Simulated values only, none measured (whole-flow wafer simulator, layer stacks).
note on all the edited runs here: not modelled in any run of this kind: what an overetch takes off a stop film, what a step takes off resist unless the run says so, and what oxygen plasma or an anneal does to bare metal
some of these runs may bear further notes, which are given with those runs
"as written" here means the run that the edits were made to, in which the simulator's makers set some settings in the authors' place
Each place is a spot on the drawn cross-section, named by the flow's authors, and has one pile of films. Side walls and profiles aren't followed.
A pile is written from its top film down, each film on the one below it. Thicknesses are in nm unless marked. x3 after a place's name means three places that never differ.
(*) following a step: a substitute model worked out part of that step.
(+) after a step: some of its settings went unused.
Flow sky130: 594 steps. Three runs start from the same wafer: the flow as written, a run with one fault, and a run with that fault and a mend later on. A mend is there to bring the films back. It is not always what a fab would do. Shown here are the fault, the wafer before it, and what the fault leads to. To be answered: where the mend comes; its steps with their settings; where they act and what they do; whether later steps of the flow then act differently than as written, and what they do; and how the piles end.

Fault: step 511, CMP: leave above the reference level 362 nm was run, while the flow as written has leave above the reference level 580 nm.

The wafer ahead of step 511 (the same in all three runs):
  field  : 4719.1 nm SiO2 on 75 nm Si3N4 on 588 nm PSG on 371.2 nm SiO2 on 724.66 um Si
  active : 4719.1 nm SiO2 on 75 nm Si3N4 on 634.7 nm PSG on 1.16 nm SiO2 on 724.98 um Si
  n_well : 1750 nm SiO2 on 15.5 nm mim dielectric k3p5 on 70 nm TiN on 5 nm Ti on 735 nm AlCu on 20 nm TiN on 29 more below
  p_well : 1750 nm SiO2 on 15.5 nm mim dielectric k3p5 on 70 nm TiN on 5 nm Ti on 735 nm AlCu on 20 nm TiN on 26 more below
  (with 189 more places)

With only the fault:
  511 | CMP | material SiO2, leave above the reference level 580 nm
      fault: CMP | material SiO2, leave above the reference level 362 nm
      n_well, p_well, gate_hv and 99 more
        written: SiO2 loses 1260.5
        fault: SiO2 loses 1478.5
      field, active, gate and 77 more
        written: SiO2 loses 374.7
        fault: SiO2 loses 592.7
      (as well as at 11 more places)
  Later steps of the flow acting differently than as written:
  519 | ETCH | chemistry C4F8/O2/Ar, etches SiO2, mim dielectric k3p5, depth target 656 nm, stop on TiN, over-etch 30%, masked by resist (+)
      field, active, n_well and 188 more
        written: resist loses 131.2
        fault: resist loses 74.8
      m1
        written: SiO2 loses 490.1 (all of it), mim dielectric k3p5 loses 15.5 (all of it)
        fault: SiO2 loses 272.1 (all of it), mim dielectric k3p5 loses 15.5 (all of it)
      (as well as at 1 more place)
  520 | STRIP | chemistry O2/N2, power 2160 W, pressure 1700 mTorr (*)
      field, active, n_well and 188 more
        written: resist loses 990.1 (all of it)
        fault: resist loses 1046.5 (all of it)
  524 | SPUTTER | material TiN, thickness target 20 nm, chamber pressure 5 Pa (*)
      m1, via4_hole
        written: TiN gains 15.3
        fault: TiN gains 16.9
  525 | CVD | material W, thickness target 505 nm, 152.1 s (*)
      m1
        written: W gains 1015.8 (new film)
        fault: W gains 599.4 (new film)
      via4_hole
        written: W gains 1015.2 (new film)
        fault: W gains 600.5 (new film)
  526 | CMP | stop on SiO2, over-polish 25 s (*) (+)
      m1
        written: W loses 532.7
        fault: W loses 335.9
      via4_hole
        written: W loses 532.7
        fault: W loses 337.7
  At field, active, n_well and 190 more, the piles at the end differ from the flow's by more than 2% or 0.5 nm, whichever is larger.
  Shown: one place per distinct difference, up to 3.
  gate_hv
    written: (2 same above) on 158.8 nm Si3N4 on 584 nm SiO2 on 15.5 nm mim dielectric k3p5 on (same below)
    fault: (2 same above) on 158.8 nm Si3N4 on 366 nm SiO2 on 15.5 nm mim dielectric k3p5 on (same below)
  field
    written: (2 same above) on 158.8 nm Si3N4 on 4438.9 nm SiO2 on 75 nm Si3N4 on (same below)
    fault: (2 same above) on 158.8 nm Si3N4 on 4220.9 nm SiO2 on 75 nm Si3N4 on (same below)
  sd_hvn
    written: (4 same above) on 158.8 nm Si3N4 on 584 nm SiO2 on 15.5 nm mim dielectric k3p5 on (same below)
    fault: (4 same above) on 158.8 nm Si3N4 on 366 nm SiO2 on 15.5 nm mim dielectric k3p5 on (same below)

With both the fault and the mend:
  The mend stands after step 511.
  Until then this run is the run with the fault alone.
  511a | HDPCVD | thickness target 218 nm (*) (a further turn of the flow's step 510, with different settings)
      field, active, n_well and 190 more
        SiO2 gains 218
  Every later step of the flow that is run acts as written at every place that is followed.
  By the end, the piles equal the flow's at every place that both follow.
